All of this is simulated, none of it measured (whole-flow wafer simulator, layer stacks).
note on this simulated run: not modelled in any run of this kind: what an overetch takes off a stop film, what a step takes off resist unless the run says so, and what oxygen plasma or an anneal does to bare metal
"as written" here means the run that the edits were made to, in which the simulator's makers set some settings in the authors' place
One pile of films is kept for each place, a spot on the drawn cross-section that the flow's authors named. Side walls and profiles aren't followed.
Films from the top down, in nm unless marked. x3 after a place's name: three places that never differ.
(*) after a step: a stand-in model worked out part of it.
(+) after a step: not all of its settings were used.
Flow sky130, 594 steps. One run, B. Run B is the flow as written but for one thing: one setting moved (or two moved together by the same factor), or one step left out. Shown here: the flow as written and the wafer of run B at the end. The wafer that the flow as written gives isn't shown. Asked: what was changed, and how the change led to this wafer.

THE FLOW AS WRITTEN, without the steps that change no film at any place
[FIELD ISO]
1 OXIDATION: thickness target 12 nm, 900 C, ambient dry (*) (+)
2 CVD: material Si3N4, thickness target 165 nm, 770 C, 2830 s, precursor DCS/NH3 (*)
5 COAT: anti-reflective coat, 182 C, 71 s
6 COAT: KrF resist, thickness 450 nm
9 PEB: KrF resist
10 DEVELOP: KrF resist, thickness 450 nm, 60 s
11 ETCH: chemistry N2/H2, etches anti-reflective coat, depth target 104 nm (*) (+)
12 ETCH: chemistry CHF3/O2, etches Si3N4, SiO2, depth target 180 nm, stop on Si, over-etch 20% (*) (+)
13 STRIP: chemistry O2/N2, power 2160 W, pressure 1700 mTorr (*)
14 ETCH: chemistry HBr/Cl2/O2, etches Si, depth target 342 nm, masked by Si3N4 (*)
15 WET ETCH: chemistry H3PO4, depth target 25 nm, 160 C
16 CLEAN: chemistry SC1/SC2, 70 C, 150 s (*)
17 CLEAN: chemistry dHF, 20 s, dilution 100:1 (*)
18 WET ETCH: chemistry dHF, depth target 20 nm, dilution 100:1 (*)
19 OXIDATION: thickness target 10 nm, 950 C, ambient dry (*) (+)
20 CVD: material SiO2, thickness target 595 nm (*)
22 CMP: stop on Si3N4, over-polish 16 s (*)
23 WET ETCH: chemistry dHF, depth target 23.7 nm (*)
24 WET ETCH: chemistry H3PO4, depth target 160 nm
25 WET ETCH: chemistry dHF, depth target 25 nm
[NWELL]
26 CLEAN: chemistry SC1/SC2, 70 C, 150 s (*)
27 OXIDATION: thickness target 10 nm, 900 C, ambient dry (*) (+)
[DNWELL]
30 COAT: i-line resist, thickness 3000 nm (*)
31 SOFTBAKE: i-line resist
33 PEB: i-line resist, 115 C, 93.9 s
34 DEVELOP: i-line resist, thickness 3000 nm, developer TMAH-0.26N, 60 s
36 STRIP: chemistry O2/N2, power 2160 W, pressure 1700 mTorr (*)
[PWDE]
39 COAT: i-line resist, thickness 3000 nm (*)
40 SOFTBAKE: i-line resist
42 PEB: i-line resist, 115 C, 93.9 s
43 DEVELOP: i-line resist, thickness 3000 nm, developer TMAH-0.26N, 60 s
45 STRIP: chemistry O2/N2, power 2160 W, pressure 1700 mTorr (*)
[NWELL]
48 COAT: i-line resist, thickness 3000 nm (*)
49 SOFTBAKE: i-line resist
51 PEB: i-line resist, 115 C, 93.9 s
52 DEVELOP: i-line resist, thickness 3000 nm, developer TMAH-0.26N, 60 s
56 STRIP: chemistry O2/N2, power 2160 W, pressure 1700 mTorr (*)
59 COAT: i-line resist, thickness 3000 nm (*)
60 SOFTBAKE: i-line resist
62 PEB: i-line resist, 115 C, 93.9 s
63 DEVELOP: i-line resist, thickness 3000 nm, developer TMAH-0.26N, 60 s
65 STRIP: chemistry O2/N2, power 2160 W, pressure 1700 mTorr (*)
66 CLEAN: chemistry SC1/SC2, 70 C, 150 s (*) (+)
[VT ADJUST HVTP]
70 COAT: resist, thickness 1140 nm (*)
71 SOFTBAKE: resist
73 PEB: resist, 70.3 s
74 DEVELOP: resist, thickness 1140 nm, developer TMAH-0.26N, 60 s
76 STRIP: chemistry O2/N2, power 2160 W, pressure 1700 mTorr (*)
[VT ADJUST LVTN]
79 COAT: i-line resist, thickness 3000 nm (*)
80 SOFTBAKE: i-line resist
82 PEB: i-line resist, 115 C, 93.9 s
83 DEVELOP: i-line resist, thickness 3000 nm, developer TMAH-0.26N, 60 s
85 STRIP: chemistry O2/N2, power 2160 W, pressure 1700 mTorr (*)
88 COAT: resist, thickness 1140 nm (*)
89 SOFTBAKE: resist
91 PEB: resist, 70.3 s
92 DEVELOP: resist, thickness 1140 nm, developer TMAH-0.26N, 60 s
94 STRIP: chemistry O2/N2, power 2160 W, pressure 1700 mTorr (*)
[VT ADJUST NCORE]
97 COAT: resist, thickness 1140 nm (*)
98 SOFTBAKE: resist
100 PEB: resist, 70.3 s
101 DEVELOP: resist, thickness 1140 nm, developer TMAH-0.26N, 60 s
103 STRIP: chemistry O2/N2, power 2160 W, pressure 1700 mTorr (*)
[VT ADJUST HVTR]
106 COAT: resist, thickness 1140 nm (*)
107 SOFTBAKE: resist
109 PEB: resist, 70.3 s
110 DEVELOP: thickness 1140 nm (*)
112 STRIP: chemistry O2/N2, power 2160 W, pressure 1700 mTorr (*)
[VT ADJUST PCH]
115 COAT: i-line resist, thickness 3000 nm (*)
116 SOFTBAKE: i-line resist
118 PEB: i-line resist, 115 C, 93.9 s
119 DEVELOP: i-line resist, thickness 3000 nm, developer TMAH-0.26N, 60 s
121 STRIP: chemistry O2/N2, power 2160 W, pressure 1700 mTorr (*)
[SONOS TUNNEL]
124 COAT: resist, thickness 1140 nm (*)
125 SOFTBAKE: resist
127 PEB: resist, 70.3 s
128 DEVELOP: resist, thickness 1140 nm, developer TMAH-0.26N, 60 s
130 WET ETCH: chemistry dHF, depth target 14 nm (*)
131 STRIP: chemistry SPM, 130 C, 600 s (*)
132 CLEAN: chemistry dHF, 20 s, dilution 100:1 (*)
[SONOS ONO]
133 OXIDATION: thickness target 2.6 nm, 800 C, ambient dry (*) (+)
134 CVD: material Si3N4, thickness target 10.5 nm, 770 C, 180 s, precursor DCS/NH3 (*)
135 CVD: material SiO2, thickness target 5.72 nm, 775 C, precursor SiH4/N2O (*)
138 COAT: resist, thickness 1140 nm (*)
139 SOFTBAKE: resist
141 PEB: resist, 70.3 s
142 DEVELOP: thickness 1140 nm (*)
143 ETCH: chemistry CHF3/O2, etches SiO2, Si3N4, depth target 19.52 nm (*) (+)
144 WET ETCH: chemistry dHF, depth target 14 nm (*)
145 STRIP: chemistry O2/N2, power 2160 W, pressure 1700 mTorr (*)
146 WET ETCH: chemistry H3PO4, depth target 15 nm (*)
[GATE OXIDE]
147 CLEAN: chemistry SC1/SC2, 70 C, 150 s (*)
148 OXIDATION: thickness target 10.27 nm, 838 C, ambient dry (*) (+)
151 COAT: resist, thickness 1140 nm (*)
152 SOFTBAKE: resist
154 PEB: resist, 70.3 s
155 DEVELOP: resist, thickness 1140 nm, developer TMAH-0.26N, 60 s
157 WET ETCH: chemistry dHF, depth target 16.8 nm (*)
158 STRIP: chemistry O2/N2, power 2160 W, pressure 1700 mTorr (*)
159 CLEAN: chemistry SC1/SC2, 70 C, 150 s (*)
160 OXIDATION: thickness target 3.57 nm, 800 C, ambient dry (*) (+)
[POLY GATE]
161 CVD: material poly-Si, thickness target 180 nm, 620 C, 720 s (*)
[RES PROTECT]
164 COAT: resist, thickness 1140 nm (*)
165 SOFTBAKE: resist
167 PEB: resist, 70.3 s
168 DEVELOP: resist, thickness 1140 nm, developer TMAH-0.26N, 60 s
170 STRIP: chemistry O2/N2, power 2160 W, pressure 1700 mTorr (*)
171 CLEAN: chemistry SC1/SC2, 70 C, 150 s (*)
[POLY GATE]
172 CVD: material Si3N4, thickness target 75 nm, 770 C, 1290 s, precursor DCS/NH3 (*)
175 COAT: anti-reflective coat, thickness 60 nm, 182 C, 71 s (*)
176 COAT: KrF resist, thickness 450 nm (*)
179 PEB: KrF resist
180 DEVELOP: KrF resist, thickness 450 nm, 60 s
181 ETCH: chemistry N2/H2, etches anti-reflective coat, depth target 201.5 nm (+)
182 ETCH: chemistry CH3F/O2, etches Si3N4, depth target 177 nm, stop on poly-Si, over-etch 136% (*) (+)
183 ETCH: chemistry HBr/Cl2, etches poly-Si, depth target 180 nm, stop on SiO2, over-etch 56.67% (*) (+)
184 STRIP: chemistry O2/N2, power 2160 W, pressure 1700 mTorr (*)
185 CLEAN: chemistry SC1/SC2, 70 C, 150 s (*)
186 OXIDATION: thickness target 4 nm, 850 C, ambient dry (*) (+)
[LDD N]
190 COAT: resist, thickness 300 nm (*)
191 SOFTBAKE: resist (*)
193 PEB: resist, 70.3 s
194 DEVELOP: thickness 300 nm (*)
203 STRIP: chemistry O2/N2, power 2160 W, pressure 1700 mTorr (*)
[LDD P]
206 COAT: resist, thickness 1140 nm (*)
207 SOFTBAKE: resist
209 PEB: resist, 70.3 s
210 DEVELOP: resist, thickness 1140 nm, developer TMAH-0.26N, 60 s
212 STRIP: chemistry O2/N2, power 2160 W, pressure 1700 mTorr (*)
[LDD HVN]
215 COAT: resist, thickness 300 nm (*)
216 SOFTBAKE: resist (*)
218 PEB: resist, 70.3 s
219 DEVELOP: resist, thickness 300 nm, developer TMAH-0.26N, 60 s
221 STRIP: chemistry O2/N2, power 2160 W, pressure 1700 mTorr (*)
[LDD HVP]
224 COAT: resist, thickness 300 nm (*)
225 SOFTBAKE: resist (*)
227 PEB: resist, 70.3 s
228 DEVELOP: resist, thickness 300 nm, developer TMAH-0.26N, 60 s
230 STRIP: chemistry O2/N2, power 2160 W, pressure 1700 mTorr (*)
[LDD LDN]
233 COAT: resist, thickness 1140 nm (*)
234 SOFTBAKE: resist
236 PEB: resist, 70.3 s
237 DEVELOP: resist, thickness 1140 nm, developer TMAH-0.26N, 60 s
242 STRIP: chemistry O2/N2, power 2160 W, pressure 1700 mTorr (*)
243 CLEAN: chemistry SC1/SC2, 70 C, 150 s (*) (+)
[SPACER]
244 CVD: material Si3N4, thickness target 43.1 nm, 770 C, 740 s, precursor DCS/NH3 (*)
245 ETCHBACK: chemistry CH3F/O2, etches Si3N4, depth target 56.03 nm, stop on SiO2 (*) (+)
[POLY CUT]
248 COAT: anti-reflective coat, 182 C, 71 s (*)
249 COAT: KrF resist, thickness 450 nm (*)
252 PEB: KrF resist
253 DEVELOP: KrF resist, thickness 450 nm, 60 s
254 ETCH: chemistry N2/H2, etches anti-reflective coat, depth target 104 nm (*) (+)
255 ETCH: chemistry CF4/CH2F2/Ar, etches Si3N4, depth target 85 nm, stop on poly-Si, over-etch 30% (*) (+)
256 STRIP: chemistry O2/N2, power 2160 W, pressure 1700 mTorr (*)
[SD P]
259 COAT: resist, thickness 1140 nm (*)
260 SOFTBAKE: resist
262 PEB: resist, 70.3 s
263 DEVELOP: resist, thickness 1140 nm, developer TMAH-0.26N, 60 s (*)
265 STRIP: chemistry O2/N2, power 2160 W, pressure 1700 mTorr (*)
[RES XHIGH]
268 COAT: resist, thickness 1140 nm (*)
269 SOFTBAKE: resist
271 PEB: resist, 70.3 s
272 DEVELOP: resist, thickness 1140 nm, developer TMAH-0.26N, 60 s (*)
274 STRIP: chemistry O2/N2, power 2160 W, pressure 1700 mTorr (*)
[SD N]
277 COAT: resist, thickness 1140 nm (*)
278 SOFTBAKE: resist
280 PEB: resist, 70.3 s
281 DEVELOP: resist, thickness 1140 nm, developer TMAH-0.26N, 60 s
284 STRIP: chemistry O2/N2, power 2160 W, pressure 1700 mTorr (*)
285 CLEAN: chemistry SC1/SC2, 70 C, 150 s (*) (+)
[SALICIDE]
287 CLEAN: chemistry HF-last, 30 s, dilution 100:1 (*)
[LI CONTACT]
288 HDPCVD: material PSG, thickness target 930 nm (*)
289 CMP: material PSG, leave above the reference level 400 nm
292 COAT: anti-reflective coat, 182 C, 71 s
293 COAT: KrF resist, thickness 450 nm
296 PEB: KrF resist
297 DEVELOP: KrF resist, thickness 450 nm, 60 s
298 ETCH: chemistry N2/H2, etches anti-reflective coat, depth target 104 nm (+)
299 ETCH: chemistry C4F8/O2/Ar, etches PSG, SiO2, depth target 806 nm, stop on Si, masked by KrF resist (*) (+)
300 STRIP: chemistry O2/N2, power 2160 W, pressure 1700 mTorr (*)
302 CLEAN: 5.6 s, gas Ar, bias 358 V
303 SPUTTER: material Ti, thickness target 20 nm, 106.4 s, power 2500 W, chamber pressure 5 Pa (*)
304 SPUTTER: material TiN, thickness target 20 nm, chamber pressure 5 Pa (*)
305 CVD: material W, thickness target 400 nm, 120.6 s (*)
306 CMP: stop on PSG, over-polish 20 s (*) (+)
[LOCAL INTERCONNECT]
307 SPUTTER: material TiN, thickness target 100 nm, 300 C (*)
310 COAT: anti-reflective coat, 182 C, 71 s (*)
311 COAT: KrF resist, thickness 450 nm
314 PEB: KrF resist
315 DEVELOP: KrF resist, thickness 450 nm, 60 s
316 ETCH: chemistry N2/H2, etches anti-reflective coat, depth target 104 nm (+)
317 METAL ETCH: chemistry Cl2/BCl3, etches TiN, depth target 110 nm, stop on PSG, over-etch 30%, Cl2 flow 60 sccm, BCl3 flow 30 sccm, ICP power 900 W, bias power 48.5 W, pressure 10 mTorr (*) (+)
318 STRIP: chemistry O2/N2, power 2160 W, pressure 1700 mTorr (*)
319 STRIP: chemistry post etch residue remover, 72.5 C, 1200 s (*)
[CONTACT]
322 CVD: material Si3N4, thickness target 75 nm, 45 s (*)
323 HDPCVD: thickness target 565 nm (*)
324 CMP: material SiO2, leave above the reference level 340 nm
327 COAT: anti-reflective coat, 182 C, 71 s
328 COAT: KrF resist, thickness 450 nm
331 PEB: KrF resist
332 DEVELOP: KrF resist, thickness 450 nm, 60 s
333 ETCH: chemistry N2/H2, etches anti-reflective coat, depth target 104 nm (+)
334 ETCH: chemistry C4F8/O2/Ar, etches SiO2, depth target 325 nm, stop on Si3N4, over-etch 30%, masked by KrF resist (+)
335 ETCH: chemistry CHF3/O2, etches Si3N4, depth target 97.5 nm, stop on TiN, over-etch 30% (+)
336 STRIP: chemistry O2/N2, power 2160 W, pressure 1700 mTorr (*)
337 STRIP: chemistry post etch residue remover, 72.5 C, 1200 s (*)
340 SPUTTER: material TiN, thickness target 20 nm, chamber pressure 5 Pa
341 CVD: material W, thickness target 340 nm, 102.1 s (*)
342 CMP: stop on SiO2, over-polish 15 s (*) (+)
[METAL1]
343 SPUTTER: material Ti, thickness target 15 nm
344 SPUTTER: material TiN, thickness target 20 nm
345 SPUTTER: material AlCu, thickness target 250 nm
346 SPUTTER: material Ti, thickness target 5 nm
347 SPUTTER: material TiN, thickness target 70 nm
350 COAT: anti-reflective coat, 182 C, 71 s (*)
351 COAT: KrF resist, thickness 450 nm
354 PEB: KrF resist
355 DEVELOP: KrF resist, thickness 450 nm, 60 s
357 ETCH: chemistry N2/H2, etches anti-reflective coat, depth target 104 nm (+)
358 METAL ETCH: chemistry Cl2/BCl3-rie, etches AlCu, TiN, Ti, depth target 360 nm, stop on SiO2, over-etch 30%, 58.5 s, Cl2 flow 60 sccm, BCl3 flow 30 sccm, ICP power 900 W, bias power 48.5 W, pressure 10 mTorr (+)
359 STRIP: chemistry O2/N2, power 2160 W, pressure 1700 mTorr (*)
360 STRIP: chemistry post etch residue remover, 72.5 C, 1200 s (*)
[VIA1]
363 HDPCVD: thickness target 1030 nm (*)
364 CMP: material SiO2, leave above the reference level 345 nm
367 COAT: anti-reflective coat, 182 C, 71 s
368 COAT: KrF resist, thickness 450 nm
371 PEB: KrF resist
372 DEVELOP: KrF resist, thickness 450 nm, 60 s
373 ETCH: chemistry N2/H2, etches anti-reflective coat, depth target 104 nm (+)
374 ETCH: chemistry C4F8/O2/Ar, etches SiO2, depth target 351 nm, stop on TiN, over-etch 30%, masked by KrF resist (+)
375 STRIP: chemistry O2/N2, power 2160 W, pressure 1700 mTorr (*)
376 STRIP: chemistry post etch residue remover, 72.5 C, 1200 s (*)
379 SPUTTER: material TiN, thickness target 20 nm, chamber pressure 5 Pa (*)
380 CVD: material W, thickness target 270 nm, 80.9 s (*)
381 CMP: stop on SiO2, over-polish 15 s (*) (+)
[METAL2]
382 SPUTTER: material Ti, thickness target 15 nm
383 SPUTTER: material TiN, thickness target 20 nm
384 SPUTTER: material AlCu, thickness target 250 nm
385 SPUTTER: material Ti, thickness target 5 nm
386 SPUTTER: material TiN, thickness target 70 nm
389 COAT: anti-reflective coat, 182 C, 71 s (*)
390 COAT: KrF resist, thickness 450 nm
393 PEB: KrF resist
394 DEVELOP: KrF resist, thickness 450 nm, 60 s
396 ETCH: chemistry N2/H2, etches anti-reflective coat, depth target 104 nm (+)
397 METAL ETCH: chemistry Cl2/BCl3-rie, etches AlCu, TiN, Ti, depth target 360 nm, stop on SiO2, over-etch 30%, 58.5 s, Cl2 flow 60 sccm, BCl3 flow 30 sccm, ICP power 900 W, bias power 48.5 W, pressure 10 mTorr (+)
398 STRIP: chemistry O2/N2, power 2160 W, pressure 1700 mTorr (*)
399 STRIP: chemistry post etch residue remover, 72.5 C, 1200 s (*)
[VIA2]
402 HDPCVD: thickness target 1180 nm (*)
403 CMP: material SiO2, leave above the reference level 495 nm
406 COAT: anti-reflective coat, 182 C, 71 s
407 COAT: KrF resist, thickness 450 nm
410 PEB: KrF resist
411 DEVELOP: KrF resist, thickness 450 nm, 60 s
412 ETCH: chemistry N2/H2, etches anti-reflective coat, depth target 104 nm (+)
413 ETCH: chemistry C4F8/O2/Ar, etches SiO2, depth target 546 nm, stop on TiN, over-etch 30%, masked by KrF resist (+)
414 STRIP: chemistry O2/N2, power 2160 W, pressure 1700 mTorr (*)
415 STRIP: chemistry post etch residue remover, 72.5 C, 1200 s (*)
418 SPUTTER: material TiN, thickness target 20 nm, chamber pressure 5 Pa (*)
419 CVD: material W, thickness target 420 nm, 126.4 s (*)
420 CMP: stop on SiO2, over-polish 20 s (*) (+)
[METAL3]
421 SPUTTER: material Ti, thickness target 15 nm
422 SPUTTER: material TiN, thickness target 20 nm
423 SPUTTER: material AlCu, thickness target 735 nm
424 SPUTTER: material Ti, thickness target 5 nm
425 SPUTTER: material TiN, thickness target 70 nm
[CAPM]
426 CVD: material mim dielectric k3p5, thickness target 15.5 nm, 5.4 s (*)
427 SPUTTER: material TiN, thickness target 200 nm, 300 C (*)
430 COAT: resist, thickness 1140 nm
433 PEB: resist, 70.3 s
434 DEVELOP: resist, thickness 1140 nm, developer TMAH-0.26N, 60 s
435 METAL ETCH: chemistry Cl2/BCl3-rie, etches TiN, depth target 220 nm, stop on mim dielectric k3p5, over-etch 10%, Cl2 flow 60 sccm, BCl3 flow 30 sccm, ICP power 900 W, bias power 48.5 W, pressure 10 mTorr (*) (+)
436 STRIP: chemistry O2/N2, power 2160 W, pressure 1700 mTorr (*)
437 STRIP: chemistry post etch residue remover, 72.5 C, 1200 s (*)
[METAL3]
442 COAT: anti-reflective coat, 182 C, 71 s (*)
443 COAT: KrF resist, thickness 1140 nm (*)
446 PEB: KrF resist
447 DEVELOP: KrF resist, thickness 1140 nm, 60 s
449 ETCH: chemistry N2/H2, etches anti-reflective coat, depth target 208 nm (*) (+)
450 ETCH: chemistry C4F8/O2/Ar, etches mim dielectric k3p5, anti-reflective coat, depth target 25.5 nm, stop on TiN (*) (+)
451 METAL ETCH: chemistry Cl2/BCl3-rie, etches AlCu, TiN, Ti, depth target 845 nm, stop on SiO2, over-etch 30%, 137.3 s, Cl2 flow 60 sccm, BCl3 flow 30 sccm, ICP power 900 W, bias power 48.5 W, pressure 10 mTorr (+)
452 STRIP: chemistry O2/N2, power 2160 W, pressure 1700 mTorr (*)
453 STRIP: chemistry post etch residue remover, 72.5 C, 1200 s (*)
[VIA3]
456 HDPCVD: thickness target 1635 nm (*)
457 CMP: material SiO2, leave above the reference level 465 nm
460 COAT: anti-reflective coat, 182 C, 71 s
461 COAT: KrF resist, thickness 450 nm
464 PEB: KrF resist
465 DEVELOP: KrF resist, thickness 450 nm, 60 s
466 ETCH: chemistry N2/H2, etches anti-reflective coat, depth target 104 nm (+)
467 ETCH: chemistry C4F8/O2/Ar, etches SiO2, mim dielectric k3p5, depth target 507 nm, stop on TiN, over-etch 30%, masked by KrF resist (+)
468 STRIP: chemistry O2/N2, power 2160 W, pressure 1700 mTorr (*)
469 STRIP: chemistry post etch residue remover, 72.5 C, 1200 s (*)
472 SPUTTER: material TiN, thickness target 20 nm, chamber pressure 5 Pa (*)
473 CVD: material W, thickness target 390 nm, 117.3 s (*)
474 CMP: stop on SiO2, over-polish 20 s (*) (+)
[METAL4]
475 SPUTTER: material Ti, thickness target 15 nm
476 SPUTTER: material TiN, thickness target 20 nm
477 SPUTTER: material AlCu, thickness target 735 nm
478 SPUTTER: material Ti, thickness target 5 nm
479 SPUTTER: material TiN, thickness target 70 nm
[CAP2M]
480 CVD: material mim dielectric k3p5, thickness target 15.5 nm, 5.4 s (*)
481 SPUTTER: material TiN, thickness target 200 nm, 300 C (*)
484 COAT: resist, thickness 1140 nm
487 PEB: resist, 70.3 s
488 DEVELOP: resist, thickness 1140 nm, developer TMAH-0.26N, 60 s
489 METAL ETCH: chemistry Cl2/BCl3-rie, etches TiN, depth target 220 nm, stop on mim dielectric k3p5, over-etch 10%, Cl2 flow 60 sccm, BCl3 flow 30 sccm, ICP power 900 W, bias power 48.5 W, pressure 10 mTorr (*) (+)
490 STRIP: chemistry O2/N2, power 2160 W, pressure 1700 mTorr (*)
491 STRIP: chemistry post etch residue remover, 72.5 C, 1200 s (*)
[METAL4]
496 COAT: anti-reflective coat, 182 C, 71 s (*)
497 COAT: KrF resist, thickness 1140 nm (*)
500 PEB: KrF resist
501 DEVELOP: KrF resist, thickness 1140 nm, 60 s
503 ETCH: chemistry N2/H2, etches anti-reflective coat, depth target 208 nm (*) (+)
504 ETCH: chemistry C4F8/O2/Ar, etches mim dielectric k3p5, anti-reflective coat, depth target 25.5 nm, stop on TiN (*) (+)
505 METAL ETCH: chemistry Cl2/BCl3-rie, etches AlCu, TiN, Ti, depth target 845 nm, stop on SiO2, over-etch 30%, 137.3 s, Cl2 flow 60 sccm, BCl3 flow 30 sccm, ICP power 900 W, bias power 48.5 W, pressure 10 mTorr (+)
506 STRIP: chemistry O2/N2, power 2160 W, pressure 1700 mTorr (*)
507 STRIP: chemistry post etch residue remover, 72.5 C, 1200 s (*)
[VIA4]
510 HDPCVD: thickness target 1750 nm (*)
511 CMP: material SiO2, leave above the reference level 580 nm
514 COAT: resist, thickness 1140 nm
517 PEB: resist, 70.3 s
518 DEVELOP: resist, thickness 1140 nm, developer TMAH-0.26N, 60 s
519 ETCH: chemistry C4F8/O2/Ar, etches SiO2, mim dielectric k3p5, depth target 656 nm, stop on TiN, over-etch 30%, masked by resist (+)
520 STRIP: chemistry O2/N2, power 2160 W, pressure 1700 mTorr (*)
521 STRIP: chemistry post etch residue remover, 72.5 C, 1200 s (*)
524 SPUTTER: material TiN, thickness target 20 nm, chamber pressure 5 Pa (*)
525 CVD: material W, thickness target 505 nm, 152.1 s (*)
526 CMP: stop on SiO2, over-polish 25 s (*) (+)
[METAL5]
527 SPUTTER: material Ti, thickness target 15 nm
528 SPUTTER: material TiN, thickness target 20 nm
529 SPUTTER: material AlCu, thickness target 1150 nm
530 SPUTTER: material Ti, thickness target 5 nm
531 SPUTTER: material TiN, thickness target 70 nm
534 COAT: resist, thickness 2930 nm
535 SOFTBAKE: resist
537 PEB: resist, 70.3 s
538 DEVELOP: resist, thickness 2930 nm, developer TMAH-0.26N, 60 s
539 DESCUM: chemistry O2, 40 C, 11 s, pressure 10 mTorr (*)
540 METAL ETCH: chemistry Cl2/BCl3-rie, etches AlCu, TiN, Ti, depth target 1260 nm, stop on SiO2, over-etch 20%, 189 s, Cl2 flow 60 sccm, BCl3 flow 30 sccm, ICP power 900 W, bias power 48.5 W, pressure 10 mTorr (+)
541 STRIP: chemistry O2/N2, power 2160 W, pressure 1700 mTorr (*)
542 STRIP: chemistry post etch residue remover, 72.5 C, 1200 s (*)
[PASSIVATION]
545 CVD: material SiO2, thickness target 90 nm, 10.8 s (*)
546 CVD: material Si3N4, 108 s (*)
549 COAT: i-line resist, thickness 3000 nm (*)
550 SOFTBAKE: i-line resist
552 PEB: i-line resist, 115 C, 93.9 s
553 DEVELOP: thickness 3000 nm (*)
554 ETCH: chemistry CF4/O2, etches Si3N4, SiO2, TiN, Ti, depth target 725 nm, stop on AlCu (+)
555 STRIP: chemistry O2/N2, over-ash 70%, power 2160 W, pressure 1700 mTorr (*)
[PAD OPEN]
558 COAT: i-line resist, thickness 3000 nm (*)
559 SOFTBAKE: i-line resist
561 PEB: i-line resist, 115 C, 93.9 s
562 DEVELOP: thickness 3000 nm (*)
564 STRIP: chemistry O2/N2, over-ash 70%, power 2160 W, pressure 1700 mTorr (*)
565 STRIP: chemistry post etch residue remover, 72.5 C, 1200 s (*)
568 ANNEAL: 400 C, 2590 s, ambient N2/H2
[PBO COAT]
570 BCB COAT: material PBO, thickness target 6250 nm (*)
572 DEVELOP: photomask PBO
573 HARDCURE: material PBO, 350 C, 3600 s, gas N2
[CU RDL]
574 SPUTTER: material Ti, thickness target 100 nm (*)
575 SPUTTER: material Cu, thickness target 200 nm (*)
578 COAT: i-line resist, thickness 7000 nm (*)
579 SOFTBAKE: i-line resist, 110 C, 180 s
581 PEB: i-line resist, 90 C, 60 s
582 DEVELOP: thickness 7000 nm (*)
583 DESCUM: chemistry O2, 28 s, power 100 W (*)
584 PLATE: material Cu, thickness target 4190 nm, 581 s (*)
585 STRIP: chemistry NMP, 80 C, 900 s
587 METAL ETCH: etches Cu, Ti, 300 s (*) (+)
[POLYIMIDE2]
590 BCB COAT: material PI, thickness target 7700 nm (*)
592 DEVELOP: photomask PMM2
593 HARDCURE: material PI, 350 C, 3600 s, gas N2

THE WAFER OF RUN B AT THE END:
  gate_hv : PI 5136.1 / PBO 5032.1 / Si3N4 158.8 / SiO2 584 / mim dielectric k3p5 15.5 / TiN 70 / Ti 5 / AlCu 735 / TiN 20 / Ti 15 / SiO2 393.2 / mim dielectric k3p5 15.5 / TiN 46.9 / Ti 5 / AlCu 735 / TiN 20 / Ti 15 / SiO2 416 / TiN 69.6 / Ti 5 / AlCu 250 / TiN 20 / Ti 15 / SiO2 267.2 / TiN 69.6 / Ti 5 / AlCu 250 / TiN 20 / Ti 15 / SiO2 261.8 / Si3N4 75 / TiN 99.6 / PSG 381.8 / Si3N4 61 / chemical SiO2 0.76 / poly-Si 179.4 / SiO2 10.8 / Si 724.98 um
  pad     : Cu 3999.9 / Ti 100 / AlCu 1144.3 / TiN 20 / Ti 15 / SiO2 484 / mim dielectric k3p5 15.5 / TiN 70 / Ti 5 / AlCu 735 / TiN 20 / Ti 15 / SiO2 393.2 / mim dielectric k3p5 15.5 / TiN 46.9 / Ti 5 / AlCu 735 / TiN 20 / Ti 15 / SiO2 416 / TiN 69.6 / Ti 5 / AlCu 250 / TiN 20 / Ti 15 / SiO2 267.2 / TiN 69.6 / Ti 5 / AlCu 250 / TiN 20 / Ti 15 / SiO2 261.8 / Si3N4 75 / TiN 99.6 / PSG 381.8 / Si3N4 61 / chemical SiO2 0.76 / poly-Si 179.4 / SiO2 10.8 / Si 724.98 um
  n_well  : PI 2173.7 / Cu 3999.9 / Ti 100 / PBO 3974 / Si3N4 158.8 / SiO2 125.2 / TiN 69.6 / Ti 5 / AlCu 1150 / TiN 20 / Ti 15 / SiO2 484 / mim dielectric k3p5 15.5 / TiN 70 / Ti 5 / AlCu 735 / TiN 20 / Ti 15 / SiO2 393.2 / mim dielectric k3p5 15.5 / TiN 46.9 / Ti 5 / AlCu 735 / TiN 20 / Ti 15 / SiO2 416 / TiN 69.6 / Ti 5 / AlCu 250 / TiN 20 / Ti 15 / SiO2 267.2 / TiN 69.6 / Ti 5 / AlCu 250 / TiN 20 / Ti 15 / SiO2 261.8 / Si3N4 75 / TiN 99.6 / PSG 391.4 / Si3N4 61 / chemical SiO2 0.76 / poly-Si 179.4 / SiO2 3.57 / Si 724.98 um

The cause: step 425, SPUTTER: thickness target 46.9 nm was run, where the flow has thickness target 70 nm.
It can be read off the wafer: gate_hv has TiN 46.9, and step 425 as written asks for 70 nm.

How the change led to this, step by step:
  425 SPUTTER: material TiN, thickness target 70 nm
      field, active, n_well and 188 more: TiN +46.9 (new film) (as written it would be: TiN +70 (new film))
  451 METAL ETCH: chemistry Cl2/BCl3-rie, etches AlCu, TiN, Ti, depth target 845 nm, stop on SiO2, over-etch 30%, 137.3 s, Cl2 flow 60 sccm, BCl3 flow 30 sccm, ICP power 900 W, bias power 48.5 W, pressure 10 mTorr (+)
      field, gate, spacer and 68 more: TiN -46.9 (all of it), Ti -5 (all of it), AlCu -735 (all of it), TiN -20 (all of it), Ti -15 (all of it), SiO2 -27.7 (as written it would be: TiN -70 (all of it), Ti -5 (all of it), AlCu -735 (all of it), TiN -20 (all of it), Ti -15 (all of it), SiO2 -25.4)
      active, vpp_ln, vpp_iso2 and 11 more: TiN -46.9 (all of it), Ti -5 (all of it), AlCu -735 (all of it), TiN -20 (all of it), Ti -15 (all of it), SiO2 -27.7 (as written it would be: TiN -70 (all of it), Ti -5 (all of it), AlCu -735 (all of it), TiN -20 (all of it), Ti -15 (all of it), SiO2 -25.3)
  467 ETCH: chemistry C4F8/O2/Ar, etches SiO2, mim dielectric k3p5, depth target 507 nm, stop on TiN, over-etch 30%, masked by KrF resist (+)
      m1: SiO2 -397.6 (all of it), mim dielectric k3p5 -15.5 (all of it) (as written it would be: SiO2 -374.5 (all of it), mim dielectric k3p5 -15.5 (all of it))
      via3_hole: SiO2 -397 (all of it), mim dielectric k3p5 -15.5 (all of it) (as written it would be: SiO2 -373.9 (all of it), mim dielectric k3p5 -15.5 (all of it))
  473 CVD: material W, thickness target 390 nm, 117.3 s (*)
      m1: W +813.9 (new film) (as written it would be: W +790.5 (new film))
      via3_hole: W +813.3 (new film) (as written it would be: W +789.9 (new film))
